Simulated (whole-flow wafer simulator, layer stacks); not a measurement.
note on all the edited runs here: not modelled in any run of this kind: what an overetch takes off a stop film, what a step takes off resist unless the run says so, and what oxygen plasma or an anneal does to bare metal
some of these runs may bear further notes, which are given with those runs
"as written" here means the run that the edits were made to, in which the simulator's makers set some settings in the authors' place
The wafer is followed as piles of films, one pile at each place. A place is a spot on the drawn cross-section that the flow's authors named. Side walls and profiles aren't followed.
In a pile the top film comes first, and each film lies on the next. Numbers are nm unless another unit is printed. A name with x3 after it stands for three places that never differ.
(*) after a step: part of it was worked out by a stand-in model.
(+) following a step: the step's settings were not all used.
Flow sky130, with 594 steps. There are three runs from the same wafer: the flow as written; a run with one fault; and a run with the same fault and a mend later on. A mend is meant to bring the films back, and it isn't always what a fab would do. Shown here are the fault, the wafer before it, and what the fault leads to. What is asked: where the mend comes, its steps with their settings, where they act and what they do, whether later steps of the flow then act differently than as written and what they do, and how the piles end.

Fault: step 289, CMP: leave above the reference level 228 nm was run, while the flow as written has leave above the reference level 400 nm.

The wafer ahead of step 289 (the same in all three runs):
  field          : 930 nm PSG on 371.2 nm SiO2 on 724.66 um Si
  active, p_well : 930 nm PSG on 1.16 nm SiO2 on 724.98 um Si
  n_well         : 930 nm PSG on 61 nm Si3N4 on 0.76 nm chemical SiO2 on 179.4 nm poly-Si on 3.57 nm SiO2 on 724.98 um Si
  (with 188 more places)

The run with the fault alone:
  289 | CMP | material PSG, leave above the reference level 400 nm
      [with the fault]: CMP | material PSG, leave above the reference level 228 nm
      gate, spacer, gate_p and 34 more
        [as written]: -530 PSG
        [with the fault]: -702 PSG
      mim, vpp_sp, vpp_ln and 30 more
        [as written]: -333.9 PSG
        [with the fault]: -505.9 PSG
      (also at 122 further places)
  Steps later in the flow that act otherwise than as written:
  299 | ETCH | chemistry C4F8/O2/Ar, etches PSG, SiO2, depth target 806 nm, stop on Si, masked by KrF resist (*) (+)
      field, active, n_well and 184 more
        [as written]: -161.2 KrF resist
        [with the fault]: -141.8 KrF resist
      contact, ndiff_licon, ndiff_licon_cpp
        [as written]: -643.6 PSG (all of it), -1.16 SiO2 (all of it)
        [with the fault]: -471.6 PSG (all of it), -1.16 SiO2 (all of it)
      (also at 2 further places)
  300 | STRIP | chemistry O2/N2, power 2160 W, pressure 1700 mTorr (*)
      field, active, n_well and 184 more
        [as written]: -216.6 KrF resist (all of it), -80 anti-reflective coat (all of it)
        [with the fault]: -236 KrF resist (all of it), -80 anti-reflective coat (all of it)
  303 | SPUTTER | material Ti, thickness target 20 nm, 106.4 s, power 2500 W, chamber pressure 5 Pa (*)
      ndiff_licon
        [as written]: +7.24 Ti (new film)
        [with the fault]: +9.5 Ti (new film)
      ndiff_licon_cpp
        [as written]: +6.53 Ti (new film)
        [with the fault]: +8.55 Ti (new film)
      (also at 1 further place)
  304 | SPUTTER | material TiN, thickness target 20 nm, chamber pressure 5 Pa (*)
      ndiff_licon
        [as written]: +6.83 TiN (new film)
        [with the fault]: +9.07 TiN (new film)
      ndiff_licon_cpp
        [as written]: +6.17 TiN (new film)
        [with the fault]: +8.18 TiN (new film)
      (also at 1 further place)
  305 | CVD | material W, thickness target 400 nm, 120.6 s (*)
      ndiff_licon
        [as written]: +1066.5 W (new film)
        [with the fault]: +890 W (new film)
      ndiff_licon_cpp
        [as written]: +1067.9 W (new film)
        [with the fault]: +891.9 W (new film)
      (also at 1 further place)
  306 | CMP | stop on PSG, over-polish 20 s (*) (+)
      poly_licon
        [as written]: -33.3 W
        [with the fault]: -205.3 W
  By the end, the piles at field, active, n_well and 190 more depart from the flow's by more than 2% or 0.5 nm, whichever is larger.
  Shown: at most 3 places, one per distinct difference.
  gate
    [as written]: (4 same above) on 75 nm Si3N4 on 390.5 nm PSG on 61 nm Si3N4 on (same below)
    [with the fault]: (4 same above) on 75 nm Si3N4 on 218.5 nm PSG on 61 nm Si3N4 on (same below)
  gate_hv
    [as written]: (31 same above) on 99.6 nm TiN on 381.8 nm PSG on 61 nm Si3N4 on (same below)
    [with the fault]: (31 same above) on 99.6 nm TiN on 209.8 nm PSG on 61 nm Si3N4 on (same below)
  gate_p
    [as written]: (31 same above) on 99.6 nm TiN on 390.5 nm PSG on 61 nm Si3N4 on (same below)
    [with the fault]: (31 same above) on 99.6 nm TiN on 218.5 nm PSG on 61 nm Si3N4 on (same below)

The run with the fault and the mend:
  The mend stands after step 289.
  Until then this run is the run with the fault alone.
  289a | HDPCVD | material PSG, thickness target 172 nm (*) (the flow's step 288 again, with other settings)
      field, active, n_well and 189 more
        +172 PSG
  Later steps of the flow that are run all act as written at every place that is followed, up to a difference of at most 2% or 0.5 nm, whichever is larger.
  At the end the piles are close to the flow's at the places that both follow, differing by at most 2% or 0.5 nm, whichever is larger.
